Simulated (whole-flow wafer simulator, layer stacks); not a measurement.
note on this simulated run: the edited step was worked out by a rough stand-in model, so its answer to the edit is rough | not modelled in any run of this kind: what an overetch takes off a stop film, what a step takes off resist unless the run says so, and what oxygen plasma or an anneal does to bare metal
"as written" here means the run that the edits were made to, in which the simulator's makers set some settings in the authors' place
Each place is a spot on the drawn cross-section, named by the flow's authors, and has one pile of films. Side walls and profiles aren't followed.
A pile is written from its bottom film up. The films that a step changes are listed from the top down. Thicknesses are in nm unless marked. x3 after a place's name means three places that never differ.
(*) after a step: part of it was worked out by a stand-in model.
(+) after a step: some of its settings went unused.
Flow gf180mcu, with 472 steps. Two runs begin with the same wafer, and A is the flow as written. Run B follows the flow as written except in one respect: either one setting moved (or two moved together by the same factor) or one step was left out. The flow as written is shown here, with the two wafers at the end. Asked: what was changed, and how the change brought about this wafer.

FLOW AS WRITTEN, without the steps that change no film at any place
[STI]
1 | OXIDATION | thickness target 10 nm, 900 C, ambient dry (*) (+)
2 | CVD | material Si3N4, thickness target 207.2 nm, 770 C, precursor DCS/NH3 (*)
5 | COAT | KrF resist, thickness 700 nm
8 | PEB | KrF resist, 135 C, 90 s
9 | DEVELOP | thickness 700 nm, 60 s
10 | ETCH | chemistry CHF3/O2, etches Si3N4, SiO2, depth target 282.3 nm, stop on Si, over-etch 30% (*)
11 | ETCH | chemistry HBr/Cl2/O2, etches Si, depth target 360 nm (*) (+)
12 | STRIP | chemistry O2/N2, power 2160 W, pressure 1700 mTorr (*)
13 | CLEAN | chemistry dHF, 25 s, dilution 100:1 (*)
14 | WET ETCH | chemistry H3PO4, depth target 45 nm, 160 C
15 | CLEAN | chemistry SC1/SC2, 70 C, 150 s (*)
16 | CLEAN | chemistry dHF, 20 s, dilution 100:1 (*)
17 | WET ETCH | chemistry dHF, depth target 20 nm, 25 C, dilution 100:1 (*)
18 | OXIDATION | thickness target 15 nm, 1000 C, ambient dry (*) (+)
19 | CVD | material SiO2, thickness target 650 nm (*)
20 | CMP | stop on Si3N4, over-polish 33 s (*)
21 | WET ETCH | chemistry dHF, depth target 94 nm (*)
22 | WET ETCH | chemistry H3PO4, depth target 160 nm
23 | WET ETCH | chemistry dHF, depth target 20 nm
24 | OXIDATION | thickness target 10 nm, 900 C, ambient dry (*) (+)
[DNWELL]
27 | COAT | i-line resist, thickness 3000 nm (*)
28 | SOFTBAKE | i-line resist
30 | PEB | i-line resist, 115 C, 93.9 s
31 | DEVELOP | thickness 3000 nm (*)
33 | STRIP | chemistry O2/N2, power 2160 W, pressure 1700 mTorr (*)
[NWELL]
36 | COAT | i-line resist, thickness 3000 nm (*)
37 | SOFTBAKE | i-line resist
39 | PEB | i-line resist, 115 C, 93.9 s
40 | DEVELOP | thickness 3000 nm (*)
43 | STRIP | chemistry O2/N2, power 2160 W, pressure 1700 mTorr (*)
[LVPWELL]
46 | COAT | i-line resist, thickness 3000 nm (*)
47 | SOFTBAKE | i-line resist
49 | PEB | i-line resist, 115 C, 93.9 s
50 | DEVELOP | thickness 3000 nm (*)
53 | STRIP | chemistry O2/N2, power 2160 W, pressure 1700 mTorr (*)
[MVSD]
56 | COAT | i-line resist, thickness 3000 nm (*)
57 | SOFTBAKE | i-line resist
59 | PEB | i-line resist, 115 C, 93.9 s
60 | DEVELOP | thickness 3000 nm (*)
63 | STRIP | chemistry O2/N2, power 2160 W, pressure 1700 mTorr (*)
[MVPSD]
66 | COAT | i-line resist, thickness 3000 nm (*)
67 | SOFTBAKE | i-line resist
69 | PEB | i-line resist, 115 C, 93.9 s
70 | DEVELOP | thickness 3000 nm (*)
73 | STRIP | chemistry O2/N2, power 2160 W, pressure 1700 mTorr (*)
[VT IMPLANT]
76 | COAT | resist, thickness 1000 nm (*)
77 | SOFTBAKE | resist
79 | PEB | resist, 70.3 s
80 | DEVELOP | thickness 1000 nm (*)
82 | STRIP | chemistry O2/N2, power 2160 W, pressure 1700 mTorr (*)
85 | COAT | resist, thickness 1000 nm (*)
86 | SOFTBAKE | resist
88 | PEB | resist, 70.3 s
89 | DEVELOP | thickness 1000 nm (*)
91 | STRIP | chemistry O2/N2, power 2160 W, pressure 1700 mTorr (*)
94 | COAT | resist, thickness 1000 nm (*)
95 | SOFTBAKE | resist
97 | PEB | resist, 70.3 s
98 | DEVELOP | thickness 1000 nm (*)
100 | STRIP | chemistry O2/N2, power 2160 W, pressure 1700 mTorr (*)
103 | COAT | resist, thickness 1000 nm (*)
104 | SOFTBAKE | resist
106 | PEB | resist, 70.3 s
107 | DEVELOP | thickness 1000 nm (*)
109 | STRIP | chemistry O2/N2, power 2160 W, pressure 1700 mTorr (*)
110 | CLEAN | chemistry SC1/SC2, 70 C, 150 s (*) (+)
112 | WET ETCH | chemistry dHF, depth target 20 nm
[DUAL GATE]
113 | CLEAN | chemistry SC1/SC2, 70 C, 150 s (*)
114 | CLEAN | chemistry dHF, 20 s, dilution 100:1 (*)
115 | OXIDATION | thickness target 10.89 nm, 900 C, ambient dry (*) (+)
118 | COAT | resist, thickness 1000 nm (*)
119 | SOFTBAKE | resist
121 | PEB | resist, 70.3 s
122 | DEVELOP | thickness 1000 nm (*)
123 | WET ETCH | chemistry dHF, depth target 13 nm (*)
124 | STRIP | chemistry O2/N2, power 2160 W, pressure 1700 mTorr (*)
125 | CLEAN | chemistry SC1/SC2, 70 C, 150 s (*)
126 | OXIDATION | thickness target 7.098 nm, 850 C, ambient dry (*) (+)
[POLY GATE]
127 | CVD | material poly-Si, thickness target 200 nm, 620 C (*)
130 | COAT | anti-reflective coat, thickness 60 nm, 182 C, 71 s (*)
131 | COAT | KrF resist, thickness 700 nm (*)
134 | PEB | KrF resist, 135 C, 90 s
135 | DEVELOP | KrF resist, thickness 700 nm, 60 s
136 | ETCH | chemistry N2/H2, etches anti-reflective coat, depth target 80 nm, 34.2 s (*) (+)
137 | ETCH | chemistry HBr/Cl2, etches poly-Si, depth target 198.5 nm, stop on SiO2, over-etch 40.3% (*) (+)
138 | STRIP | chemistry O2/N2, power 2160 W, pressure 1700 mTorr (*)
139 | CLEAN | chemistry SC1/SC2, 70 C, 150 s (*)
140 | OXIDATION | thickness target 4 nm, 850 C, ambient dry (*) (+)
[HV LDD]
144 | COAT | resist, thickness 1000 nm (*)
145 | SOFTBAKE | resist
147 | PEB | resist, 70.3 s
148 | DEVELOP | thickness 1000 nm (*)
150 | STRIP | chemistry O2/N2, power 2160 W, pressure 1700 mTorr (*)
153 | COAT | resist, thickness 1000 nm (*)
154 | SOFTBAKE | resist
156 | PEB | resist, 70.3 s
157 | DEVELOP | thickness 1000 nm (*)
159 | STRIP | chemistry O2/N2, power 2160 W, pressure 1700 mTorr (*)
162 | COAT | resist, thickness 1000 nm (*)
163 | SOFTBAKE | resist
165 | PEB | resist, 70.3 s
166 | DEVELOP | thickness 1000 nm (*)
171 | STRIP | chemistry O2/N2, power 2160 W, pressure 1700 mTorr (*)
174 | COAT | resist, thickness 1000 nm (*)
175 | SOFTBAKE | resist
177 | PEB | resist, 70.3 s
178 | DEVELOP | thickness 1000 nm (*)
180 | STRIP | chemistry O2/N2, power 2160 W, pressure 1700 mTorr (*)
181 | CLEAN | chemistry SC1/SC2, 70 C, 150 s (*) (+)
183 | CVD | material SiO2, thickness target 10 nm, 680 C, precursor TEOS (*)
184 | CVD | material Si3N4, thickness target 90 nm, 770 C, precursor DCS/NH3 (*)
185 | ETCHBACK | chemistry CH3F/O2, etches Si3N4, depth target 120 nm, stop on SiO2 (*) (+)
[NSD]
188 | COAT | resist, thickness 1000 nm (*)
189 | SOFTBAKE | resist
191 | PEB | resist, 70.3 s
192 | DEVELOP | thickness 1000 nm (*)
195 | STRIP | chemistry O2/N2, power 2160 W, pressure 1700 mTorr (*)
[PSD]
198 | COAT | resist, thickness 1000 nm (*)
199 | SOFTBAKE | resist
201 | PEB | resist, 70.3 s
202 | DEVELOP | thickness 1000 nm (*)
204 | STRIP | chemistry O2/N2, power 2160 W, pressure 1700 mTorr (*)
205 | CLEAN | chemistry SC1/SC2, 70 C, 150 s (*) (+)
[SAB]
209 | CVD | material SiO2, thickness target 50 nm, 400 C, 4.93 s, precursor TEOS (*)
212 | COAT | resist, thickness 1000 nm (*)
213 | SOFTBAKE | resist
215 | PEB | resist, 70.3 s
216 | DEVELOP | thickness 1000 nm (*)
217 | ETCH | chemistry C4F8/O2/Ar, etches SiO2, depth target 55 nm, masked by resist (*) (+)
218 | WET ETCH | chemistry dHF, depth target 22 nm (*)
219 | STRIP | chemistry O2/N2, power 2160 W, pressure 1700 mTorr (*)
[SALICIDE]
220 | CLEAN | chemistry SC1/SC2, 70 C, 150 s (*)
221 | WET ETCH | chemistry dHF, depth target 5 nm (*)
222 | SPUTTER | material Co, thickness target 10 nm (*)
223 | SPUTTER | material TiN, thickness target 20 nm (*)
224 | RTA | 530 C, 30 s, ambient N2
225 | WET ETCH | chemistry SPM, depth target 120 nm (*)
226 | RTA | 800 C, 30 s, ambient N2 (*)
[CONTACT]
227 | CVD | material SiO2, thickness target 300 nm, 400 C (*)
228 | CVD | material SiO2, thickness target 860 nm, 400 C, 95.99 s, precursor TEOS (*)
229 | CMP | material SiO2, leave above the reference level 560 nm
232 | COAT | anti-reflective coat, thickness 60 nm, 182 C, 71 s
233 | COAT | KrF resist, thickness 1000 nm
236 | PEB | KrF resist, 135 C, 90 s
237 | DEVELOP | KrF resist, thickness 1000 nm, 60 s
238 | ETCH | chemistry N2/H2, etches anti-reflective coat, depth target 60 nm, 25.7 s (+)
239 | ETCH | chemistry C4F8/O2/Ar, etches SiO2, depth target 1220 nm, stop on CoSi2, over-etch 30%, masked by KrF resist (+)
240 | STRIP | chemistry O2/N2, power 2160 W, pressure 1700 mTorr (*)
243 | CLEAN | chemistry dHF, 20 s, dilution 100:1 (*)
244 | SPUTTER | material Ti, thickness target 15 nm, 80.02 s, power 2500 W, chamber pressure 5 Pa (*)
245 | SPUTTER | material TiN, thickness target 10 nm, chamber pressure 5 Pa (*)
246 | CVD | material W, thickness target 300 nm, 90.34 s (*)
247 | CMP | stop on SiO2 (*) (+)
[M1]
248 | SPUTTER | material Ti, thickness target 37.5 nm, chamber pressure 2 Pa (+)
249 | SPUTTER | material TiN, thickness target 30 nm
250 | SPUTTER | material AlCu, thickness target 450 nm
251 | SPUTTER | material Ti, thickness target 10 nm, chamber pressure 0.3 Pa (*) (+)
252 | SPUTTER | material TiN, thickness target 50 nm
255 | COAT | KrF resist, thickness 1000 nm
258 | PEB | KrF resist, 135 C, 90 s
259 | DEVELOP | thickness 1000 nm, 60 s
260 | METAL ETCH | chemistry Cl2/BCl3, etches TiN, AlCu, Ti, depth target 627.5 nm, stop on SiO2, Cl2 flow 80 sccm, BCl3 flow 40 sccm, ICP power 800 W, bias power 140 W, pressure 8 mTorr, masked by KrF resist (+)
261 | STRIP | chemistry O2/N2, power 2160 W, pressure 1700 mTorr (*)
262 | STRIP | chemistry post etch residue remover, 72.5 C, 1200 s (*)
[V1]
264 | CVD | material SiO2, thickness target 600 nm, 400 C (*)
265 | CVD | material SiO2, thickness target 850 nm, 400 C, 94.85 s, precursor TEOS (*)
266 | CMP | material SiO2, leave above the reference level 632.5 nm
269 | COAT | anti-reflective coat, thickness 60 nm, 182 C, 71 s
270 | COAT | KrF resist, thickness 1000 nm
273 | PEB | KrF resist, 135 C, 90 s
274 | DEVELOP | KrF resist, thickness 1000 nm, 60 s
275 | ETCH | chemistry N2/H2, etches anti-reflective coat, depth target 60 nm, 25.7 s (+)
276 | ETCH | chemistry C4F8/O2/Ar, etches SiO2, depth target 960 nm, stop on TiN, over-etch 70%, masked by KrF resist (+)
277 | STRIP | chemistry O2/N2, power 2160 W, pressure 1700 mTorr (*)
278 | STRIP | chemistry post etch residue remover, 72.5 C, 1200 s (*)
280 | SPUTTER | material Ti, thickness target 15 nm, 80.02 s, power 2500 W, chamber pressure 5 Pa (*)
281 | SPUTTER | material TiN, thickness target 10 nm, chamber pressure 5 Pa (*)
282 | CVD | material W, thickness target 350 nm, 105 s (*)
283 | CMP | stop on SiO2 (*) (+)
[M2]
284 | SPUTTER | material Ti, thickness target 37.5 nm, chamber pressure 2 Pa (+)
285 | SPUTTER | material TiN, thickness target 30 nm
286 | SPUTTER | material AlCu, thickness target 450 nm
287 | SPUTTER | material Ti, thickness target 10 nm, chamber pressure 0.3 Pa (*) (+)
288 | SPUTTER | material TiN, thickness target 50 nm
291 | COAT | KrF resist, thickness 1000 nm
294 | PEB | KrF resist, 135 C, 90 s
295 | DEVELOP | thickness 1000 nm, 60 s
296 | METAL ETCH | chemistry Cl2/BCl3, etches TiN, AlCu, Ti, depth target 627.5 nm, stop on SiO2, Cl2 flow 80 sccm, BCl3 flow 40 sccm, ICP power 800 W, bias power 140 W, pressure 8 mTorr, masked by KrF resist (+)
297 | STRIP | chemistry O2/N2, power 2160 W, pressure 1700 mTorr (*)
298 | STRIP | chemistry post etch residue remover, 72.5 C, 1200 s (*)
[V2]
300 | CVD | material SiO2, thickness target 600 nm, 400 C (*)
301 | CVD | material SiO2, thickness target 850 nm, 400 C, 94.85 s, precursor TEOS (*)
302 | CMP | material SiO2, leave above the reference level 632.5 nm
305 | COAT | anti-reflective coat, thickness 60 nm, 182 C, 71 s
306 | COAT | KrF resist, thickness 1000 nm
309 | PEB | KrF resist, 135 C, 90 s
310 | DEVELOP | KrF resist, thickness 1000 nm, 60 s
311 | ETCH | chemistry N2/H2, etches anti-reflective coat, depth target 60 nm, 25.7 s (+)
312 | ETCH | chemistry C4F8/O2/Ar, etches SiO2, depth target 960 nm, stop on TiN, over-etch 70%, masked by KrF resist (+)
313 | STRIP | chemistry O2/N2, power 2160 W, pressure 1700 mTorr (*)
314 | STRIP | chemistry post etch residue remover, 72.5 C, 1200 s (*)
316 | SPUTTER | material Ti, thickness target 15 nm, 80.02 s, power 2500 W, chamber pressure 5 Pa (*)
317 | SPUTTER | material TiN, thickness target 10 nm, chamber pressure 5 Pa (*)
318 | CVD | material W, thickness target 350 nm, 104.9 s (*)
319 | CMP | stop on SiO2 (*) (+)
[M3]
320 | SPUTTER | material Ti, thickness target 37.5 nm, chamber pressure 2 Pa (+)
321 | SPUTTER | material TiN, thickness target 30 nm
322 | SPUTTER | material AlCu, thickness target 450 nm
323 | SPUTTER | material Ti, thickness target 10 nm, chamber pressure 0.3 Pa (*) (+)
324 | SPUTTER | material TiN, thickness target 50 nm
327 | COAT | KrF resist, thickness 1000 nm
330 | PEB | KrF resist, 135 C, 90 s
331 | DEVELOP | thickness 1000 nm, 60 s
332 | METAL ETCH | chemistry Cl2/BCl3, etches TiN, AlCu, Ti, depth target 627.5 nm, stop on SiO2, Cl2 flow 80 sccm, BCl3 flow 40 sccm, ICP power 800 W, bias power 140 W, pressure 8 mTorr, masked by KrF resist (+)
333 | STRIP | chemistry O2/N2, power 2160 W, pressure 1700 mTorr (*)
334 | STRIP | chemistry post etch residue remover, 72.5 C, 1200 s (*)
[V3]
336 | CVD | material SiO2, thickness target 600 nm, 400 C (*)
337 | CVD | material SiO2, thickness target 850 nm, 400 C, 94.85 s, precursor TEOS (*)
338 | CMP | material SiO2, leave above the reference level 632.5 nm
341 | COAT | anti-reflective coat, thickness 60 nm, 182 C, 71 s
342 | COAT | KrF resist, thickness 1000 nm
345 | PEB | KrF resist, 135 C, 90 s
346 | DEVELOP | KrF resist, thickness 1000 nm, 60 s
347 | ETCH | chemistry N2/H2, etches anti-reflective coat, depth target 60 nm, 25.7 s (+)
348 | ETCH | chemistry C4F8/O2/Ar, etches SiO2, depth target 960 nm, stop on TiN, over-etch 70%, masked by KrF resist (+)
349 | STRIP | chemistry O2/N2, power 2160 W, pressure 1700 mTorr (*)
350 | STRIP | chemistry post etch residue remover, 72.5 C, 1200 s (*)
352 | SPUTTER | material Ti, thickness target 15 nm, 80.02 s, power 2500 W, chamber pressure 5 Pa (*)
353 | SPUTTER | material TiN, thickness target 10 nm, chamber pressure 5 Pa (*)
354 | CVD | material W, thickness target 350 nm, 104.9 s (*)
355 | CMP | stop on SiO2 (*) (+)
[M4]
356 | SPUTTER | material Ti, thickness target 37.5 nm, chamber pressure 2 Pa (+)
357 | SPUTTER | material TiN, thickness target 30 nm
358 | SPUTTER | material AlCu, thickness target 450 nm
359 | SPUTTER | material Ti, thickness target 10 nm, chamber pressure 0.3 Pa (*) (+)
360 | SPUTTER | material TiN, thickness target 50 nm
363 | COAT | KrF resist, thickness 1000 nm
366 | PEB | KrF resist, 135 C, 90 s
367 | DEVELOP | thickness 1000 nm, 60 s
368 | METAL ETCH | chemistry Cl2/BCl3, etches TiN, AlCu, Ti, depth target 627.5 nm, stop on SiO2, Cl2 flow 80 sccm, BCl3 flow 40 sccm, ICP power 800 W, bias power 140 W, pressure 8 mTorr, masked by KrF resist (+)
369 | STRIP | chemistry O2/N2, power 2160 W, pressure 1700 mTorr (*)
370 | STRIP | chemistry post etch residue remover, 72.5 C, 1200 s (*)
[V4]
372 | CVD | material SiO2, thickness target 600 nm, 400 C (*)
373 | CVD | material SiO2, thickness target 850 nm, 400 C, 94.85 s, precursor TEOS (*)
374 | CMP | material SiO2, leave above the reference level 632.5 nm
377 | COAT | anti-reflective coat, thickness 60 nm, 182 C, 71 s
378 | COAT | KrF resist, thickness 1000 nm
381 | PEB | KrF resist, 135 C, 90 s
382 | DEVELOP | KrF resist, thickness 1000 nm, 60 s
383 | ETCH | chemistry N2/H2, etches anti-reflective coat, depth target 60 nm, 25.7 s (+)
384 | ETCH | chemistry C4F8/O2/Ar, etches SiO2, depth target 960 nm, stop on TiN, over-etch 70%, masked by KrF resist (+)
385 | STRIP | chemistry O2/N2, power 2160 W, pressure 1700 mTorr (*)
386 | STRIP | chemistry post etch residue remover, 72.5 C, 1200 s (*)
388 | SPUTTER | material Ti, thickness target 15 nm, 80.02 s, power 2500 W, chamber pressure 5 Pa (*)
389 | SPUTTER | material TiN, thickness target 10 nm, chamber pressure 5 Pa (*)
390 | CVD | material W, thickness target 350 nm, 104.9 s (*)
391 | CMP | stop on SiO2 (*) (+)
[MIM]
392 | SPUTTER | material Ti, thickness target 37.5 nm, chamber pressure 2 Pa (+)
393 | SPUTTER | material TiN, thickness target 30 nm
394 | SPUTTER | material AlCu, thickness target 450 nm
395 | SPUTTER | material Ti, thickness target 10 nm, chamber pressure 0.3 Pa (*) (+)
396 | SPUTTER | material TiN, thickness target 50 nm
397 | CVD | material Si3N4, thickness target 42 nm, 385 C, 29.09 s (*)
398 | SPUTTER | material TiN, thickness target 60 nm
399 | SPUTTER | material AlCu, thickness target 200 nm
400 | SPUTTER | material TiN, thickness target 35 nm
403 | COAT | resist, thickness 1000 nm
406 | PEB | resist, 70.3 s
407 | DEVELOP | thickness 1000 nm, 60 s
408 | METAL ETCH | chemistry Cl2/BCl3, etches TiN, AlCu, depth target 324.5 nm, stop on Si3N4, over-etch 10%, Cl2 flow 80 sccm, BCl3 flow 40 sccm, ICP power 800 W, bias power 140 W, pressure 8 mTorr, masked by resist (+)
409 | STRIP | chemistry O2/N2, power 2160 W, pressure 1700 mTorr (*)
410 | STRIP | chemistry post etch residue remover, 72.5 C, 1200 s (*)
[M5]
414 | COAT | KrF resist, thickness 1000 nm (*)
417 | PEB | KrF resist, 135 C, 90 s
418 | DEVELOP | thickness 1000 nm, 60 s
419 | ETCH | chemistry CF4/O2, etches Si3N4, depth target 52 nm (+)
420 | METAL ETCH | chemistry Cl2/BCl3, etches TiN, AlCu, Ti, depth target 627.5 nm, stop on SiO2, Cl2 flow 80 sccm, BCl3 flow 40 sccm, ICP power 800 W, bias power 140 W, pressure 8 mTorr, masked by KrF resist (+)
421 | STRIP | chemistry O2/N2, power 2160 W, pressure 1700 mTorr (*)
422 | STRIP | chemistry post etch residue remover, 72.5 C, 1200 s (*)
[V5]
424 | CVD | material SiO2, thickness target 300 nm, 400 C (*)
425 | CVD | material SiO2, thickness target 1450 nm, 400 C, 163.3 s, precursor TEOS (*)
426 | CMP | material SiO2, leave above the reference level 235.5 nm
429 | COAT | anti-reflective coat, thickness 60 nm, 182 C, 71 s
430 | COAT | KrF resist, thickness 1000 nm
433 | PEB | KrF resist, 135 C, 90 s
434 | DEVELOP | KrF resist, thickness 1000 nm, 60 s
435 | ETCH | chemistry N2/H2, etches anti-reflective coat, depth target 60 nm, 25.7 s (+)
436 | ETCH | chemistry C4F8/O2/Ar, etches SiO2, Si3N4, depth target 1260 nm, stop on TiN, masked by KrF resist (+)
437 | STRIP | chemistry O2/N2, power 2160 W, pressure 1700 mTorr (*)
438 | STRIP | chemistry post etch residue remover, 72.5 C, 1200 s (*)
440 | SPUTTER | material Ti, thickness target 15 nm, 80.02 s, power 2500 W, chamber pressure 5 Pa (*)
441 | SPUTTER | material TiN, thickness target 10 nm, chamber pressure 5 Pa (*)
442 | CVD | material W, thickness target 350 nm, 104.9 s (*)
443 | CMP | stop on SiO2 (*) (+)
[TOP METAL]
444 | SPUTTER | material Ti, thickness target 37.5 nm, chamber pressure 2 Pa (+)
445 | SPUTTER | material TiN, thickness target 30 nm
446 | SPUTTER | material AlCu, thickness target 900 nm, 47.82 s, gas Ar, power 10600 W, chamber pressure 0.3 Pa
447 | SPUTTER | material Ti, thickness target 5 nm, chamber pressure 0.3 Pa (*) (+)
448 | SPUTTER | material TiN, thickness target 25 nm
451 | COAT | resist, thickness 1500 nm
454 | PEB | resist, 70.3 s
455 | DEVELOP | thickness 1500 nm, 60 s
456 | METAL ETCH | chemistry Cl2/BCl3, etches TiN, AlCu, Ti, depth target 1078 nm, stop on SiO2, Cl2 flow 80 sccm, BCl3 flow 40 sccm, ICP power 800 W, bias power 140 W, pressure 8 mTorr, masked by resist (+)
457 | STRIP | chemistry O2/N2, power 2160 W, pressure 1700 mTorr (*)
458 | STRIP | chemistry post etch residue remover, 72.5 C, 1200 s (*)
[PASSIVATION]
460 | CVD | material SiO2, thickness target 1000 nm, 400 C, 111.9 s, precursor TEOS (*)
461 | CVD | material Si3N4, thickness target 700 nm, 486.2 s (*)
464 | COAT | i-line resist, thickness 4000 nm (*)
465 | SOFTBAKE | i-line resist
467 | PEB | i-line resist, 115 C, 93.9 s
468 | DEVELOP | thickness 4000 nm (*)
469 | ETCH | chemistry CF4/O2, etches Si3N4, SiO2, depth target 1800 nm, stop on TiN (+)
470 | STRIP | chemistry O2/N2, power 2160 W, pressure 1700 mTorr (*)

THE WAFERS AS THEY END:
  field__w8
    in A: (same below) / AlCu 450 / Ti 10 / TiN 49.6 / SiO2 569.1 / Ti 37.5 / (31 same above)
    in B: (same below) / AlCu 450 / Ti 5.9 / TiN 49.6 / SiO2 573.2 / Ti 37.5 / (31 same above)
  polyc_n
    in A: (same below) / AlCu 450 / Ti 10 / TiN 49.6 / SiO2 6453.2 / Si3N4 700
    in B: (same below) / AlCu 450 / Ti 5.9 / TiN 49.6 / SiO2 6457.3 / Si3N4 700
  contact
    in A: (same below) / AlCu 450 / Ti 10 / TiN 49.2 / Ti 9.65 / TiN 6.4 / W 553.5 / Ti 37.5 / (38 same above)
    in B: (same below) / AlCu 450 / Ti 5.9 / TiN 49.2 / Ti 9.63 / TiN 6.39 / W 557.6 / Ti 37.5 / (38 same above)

What caused this: step 251, SPUTTER: thickness target 5.9 nm was run, while the flow as written has thickness target 10 nm.
One can read it off the wafer: field__w8 has Ti 5.9, and step 251 as written asks for 10 nm.

How this came from the change, step by step:
  251 | SPUTTER | material Ti, thickness target 10 nm, chamber pressure 0.3 Pa (*) (+)
      field, field__w1, field__w2 and 108 more: A +10 Ti (new film) | B +5.9 Ti (new film)
  260 | METAL ETCH | chemistry Cl2/BCl3, etches TiN, AlCu, Ti, depth target 627.5 nm, stop on SiO2, Cl2 flow 80 sccm, BCl3 flow 40 sccm, ICP power 800 W, bias power 140 W, pressure 8 mTorr, masked by KrF resist (+)
      field, field__w1, field__w2 and 99 more: A -50 TiN (all of it), -10 Ti (all of it), -450 AlCu (all of it), -30 TiN (all of it), -37.5 Ti (all of it) | B -50 TiN (all of it), -5.9 Ti (all of it), -450 AlCu (all of it), -30 TiN (all of it), -37.5 Ti (all of it)
